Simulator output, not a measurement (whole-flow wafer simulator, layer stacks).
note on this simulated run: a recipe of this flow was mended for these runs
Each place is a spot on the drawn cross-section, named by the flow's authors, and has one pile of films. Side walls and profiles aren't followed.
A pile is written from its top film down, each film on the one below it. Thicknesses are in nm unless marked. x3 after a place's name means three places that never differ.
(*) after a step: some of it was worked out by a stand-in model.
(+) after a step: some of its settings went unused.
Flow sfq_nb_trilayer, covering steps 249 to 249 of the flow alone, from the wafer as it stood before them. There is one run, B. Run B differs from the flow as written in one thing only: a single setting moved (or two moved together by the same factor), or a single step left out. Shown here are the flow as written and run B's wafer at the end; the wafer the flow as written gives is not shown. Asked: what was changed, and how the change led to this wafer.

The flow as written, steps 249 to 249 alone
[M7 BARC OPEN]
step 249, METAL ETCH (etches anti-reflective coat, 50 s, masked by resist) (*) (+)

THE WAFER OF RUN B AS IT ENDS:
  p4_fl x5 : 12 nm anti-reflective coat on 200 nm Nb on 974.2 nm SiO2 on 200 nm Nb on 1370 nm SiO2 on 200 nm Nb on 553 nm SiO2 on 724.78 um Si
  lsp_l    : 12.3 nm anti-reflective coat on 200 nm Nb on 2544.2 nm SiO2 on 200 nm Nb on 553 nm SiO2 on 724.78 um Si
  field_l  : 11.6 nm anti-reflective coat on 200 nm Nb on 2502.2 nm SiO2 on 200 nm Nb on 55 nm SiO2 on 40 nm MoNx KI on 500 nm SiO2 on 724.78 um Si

Cause: step 249, METAL ETCH: 20 s was run, whereas the flow has 50 s.

Step by step, how the change led to this:
  step 249, METAL ETCH (etches anti-reflective coat, 50 s, masked by resist) (*) (+)
      p4_fl x5, p4_w1 x9, p3_s0 x11 and 35 more: -50 anti-reflective coat (in the flow as written it would be: -62 anti-reflective coat (all of it))
      lsp_l, l0_sur, l0v: -50 anti-reflective coat (in the flow as written it would be: -62.3 anti-reflective coat (all of it))
      (also at 43 further places)
